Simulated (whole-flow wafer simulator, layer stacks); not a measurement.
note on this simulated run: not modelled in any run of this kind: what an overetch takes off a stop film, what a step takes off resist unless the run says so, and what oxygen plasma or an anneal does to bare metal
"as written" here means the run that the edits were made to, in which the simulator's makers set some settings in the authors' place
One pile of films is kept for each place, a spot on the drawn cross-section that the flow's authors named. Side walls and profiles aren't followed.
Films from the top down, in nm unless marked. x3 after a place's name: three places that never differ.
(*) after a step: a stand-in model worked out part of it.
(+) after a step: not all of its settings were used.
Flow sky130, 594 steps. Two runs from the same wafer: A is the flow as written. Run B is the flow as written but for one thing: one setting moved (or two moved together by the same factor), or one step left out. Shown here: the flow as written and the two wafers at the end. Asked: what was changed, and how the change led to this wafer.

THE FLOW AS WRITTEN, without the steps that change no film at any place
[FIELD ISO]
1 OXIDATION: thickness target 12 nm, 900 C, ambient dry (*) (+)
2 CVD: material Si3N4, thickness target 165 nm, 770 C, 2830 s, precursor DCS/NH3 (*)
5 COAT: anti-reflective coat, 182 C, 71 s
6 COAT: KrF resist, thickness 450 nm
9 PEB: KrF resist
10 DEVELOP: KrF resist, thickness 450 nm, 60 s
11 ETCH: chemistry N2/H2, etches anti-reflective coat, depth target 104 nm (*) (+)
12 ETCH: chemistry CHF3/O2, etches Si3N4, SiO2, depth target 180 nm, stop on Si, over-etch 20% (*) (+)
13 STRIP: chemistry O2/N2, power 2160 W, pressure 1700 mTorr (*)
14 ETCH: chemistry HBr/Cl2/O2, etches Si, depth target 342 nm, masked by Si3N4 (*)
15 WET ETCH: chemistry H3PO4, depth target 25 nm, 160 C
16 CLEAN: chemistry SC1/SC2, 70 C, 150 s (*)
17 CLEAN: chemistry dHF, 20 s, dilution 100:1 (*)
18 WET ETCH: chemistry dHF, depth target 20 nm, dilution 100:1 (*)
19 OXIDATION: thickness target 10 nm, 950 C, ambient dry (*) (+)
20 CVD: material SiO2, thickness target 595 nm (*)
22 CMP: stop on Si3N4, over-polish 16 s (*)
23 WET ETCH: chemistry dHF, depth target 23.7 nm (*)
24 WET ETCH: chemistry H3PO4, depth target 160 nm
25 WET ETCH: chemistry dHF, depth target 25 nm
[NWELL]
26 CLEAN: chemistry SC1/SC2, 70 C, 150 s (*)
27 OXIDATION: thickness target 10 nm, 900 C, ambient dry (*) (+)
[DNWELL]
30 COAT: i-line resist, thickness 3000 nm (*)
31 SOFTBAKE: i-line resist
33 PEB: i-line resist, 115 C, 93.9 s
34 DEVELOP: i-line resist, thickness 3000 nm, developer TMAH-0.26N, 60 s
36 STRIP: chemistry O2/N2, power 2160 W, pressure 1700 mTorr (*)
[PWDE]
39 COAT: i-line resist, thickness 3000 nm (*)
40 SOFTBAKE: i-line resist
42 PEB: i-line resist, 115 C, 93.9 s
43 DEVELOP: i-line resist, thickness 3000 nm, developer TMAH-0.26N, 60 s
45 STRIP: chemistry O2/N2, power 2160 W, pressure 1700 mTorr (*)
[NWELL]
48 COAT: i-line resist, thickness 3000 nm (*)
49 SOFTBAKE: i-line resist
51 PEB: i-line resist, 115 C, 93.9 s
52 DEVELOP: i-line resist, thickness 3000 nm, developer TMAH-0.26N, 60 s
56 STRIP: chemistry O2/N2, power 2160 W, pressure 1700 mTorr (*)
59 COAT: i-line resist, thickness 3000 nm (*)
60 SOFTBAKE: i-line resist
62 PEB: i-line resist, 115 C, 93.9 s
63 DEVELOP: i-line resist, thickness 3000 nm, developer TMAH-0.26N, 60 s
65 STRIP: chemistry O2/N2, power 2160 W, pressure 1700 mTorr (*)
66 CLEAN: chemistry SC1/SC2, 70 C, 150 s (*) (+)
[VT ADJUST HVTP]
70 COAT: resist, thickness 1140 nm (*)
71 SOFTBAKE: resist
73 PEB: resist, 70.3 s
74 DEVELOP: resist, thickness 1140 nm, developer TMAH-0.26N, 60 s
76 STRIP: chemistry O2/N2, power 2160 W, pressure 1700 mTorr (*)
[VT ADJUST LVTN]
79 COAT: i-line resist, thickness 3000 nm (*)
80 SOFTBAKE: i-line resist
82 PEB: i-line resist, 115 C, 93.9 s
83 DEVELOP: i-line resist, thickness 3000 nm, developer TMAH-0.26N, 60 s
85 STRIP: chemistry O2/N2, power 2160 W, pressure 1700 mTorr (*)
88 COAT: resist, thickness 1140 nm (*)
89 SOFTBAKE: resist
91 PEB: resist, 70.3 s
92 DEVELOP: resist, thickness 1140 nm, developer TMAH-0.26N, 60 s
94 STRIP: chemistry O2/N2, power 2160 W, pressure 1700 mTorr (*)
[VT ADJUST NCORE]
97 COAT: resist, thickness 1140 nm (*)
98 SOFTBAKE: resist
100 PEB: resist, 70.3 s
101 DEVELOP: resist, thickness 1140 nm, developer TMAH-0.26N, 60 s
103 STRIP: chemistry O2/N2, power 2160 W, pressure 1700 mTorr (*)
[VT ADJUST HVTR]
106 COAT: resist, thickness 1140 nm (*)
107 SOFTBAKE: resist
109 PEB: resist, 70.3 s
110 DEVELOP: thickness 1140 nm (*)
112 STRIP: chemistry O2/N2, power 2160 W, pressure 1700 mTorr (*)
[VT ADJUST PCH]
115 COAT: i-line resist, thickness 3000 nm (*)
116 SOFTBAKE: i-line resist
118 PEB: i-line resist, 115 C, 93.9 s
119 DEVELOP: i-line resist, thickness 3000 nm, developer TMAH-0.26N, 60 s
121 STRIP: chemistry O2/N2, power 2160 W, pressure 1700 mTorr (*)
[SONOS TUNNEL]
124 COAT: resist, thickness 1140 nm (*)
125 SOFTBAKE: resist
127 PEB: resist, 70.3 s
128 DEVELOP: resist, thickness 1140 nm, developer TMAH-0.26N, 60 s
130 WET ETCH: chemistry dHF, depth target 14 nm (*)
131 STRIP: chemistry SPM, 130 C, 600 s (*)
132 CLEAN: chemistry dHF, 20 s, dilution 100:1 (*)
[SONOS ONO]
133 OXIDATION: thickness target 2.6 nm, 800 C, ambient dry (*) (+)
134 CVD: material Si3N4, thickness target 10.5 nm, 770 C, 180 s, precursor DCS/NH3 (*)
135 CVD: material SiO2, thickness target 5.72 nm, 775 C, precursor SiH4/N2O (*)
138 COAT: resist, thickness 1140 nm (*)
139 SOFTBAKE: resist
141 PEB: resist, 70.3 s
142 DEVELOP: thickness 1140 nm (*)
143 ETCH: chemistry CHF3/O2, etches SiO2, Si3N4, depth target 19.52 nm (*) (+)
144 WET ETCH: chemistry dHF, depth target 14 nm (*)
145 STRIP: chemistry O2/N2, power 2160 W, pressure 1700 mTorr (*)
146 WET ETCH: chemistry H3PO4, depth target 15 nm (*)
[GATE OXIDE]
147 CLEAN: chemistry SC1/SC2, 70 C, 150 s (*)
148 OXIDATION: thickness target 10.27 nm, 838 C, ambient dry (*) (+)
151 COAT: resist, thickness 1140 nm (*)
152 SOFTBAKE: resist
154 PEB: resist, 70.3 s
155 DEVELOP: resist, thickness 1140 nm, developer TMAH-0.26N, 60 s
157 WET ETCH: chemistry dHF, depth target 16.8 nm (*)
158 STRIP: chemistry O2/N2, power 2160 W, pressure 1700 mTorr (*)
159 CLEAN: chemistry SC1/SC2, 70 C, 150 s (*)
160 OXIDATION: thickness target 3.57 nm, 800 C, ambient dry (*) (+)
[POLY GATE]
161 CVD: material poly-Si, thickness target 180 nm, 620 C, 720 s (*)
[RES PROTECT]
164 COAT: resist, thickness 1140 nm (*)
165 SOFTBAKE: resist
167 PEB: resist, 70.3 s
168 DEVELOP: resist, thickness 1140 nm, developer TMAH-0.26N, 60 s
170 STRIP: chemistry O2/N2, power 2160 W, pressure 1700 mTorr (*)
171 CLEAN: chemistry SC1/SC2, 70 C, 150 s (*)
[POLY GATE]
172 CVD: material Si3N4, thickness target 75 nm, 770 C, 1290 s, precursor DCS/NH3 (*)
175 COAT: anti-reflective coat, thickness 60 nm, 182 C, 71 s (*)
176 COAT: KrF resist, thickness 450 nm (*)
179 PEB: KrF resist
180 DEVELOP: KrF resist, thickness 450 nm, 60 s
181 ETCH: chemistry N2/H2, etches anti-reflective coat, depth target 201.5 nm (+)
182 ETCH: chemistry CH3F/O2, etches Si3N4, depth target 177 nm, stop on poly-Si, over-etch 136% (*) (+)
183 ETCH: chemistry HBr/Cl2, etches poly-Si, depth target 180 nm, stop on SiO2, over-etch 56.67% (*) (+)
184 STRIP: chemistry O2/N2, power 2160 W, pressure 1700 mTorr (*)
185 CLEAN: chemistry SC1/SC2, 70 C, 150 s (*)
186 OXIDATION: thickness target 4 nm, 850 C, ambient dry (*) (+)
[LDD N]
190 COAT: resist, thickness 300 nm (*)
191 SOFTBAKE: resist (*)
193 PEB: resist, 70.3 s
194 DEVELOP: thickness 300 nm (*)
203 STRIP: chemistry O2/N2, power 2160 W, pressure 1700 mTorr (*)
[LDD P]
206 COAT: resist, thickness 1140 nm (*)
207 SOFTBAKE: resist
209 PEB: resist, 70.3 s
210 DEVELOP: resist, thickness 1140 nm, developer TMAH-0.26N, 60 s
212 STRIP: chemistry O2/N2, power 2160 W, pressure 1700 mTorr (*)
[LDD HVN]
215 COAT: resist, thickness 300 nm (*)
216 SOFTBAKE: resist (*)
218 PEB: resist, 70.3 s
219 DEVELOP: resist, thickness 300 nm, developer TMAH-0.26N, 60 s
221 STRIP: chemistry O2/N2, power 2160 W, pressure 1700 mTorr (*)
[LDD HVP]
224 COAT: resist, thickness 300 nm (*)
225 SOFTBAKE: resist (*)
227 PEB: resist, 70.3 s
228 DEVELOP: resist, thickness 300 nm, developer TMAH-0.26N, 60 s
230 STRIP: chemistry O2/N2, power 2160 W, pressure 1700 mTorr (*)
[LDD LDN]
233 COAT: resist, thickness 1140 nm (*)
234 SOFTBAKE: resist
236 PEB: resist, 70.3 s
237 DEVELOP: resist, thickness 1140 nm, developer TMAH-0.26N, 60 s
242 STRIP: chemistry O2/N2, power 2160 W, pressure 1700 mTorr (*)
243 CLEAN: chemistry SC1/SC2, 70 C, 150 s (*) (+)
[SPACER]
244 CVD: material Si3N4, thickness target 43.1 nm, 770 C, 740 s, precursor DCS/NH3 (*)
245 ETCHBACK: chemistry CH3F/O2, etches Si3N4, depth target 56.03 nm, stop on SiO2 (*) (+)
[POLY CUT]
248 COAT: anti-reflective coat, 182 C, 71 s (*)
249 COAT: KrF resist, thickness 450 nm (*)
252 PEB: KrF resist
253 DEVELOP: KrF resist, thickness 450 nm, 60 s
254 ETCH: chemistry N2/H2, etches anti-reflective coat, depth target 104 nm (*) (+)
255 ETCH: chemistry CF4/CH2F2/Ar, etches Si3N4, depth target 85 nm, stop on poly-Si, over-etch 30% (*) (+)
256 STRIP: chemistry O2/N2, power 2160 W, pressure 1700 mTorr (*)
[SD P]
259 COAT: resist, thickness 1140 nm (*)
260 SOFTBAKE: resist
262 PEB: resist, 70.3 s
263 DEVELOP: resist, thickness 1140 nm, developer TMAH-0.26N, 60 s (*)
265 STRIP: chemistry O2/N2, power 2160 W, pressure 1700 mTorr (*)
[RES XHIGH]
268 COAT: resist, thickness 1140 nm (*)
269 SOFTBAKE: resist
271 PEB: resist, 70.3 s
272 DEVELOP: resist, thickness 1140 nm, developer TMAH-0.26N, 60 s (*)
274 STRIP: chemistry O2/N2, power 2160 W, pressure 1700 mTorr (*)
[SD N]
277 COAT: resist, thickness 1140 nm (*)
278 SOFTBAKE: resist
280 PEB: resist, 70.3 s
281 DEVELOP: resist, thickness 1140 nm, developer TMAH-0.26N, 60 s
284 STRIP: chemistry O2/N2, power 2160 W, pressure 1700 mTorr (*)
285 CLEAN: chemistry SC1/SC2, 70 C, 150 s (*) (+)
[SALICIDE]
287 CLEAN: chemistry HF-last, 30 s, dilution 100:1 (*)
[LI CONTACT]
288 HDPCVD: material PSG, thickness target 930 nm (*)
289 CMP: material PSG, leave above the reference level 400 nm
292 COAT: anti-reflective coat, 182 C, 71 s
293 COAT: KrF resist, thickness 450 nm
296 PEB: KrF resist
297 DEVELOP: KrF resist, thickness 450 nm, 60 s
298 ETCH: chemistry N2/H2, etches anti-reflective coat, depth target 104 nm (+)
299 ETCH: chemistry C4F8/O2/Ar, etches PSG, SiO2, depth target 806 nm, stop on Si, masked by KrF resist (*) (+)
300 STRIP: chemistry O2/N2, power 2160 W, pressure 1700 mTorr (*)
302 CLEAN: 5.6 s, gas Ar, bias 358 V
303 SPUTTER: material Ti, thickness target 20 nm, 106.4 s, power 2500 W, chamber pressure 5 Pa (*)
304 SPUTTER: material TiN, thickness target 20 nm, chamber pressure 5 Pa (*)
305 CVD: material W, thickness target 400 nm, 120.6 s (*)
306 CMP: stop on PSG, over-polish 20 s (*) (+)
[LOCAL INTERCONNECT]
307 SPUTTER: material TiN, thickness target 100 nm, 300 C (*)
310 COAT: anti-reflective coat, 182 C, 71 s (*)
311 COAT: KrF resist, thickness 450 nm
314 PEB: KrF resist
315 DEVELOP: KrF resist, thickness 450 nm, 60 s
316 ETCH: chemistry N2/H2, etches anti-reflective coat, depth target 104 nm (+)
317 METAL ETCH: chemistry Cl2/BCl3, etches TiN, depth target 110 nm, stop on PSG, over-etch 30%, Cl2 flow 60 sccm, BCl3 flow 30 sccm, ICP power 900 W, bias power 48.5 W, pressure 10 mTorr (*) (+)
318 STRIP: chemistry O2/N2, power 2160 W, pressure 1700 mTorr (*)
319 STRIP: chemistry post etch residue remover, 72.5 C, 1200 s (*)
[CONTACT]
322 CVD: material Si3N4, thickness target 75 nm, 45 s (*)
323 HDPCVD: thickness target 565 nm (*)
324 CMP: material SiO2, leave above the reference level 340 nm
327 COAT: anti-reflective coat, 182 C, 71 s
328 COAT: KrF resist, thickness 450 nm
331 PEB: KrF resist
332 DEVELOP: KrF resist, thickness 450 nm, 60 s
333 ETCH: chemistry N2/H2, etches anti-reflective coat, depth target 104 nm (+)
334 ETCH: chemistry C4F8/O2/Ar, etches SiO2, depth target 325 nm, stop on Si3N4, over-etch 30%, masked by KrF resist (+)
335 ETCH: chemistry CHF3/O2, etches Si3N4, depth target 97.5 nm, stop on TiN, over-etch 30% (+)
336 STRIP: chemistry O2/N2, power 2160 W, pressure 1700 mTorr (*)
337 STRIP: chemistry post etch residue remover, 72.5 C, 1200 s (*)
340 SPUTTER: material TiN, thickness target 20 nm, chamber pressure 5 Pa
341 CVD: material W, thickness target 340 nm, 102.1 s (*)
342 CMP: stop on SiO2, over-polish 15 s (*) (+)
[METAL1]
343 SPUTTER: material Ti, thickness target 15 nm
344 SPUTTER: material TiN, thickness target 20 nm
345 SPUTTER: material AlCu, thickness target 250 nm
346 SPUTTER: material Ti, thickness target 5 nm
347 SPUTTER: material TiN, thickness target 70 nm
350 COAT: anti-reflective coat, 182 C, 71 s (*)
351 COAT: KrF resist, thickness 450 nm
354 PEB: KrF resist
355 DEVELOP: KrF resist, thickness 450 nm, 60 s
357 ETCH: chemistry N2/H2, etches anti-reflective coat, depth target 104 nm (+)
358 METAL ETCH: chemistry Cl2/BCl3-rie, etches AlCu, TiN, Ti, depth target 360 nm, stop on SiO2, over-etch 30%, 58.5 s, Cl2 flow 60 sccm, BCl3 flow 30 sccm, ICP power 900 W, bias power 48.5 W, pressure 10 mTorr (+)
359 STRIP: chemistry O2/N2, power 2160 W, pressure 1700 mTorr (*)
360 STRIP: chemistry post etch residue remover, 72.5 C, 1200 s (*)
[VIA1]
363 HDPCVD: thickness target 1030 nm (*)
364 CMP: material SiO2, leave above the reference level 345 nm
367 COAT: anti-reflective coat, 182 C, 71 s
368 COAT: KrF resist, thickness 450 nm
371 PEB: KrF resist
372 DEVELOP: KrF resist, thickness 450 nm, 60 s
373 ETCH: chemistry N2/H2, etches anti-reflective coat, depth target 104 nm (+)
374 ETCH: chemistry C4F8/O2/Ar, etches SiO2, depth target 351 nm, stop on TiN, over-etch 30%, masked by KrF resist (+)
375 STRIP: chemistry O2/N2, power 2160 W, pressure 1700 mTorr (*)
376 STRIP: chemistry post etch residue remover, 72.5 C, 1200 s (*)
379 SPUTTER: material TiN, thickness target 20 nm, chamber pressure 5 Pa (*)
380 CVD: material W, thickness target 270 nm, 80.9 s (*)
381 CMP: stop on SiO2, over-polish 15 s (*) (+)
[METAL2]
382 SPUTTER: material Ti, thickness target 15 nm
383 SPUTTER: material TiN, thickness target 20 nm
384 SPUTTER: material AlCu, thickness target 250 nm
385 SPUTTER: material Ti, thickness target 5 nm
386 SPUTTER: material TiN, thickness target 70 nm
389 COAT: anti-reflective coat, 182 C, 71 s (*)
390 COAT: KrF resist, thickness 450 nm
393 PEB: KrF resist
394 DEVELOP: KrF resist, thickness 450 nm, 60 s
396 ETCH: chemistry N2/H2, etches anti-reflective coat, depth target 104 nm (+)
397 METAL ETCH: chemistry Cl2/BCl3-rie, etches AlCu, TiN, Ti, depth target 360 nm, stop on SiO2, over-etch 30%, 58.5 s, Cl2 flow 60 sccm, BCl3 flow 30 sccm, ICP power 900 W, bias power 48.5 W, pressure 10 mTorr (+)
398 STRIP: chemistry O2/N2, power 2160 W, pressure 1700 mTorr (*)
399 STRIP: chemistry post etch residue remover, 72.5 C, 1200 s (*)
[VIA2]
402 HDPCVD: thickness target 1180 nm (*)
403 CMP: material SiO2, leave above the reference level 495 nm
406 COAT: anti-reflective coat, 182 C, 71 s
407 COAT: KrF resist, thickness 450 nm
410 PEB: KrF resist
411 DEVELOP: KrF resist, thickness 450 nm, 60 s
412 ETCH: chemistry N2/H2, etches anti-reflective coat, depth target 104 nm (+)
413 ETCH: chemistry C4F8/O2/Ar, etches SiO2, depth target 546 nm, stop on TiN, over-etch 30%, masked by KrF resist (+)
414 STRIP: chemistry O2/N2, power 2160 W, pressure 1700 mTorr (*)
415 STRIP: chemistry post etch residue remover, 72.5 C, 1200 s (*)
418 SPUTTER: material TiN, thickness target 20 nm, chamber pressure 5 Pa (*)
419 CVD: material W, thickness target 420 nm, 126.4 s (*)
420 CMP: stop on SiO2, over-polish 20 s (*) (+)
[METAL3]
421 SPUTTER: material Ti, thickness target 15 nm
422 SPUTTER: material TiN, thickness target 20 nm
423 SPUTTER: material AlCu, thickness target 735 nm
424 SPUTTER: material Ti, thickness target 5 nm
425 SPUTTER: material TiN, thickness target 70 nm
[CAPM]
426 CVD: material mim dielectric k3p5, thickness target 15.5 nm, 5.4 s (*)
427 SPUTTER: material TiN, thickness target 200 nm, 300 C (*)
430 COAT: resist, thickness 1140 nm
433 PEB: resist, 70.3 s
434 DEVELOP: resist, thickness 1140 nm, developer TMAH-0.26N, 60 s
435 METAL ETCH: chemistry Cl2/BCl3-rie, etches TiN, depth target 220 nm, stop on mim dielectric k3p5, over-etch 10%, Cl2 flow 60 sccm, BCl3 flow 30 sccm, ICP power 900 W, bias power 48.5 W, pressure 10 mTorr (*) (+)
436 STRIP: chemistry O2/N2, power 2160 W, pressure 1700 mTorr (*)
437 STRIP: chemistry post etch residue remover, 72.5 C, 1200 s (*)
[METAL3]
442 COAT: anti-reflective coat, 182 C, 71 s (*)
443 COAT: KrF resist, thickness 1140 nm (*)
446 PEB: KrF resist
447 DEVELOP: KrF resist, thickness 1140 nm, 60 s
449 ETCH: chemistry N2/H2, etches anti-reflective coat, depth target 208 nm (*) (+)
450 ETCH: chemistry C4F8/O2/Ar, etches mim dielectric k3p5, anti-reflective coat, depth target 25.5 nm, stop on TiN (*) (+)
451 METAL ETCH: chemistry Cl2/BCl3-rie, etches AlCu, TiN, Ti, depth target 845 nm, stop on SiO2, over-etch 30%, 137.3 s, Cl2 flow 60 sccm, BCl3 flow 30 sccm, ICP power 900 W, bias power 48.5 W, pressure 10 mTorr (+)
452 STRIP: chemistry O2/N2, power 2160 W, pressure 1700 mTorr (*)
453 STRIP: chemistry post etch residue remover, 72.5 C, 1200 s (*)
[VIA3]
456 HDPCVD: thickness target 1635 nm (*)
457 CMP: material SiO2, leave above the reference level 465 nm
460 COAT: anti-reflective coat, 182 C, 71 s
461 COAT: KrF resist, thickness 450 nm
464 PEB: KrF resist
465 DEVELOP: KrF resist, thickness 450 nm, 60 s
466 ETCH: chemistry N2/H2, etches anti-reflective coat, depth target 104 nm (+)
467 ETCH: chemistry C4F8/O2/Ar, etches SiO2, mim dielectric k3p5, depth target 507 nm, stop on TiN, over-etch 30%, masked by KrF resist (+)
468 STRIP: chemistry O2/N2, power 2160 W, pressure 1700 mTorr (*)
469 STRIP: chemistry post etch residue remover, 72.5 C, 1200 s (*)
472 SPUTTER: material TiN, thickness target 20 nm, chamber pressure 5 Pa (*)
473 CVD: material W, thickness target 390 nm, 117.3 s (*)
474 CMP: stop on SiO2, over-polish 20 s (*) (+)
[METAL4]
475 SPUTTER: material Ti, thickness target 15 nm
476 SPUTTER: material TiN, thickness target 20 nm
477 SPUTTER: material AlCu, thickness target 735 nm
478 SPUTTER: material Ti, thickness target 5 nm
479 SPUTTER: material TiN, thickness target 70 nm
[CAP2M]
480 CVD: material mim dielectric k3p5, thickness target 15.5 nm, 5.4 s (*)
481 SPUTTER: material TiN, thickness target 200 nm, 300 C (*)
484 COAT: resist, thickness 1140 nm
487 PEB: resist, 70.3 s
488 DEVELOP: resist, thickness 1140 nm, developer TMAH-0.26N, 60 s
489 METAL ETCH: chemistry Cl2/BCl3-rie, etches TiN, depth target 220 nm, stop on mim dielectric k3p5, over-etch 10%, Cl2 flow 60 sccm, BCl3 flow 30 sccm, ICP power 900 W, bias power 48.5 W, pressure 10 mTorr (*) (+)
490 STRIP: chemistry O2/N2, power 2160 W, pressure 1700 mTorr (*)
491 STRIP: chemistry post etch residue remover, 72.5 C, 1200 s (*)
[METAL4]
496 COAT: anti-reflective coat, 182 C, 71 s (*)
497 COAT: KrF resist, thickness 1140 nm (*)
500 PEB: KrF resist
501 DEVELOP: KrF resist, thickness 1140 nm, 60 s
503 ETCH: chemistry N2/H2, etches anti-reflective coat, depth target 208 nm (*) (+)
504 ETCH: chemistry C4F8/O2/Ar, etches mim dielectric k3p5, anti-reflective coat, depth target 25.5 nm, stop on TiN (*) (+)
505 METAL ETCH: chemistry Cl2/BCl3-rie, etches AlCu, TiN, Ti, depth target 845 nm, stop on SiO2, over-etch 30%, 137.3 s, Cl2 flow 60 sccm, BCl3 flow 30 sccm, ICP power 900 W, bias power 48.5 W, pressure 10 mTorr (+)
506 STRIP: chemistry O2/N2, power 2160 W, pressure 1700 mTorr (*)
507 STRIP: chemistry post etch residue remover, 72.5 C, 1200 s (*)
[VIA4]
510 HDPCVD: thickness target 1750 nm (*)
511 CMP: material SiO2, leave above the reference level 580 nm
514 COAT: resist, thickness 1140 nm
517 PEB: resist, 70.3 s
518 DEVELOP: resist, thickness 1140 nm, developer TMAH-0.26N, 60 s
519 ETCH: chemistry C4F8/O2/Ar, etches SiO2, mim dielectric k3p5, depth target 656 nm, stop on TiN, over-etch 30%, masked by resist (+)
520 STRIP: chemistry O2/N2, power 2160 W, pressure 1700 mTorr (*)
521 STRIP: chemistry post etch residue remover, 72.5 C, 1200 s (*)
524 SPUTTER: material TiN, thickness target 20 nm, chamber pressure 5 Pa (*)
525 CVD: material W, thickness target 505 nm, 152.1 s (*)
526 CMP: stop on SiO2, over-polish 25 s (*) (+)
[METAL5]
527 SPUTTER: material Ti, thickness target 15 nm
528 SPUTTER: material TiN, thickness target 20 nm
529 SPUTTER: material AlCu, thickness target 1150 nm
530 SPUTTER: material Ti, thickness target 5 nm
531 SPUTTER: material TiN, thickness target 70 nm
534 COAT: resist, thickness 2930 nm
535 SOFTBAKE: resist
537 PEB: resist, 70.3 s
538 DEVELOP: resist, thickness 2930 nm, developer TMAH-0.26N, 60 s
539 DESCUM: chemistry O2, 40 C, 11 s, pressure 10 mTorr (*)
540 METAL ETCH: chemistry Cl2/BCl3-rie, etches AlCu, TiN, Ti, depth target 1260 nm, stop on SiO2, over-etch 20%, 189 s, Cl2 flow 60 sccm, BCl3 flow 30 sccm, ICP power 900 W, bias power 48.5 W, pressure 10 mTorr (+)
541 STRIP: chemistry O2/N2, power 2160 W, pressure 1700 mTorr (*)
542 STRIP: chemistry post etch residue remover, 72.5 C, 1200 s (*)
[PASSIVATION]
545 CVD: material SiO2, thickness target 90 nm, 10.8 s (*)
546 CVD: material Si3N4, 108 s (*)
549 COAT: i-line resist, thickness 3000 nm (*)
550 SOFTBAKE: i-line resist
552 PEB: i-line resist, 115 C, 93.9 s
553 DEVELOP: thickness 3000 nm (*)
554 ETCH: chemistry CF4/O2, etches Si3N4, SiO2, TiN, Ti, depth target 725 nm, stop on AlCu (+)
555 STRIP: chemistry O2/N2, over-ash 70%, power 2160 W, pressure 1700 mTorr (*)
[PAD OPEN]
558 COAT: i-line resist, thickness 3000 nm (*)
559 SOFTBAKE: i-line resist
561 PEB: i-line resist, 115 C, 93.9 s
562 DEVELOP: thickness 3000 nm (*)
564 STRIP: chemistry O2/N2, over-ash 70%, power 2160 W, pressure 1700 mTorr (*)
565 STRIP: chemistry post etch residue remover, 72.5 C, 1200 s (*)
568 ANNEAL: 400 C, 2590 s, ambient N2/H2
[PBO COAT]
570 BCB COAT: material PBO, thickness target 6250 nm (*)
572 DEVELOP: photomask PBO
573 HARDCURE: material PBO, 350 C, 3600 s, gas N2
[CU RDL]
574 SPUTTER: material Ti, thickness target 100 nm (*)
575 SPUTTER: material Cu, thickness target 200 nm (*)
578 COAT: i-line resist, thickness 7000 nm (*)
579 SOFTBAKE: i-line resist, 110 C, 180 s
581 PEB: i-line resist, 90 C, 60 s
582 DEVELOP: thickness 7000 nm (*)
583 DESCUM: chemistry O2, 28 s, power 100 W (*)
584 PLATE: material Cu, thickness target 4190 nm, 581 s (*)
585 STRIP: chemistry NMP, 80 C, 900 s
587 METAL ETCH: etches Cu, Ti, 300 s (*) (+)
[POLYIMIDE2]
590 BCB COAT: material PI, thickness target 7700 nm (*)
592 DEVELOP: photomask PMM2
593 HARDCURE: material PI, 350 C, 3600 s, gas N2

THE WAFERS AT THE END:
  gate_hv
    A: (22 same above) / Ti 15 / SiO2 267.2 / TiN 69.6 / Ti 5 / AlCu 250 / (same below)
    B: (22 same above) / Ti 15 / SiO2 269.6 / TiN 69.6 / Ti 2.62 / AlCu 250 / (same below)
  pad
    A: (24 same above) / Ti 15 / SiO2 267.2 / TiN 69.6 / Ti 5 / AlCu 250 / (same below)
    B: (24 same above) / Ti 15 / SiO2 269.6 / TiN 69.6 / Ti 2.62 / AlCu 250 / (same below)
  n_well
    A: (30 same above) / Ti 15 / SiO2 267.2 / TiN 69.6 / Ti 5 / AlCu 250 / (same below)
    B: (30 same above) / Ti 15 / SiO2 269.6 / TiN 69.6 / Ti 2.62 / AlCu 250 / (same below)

The cause: step 346, SPUTTER: thickness target 2.62 nm was run, where the flow has thickness target 5 nm.
It can be read off the wafer: gate_hv has Ti 2.62, and step 346 as written asks for 5 nm.

How the change led to this, step by step:
  346 SPUTTER: material Ti, thickness target 5 nm
      field, active, n_well and 188 more: A Ti +5 (new film) | B Ti +2.62 (new film)
  358 METAL ETCH: chemistry Cl2/BCl3-rie, etches AlCu, TiN, Ti, depth target 360 nm, stop on SiO2, over-etch 30%, 58.5 s, Cl2 flow 60 sccm, BCl3 flow 30 sccm, ICP power 900 W, bias power 48.5 W, pressure 10 mTorr (+)
      field, active, gate and 81 more: A TiN -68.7 (all of it), Ti -5 (all of it), AlCu -250 (all of it), TiN -20 (all of it), Ti -15 (all of it), SiO2 -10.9 | B TiN -68.7 (all of it), Ti -2.62 (all of it), AlCu -250 (all of it), TiN -20 (all of it), Ti -15 (all of it), SiO2 -11.2
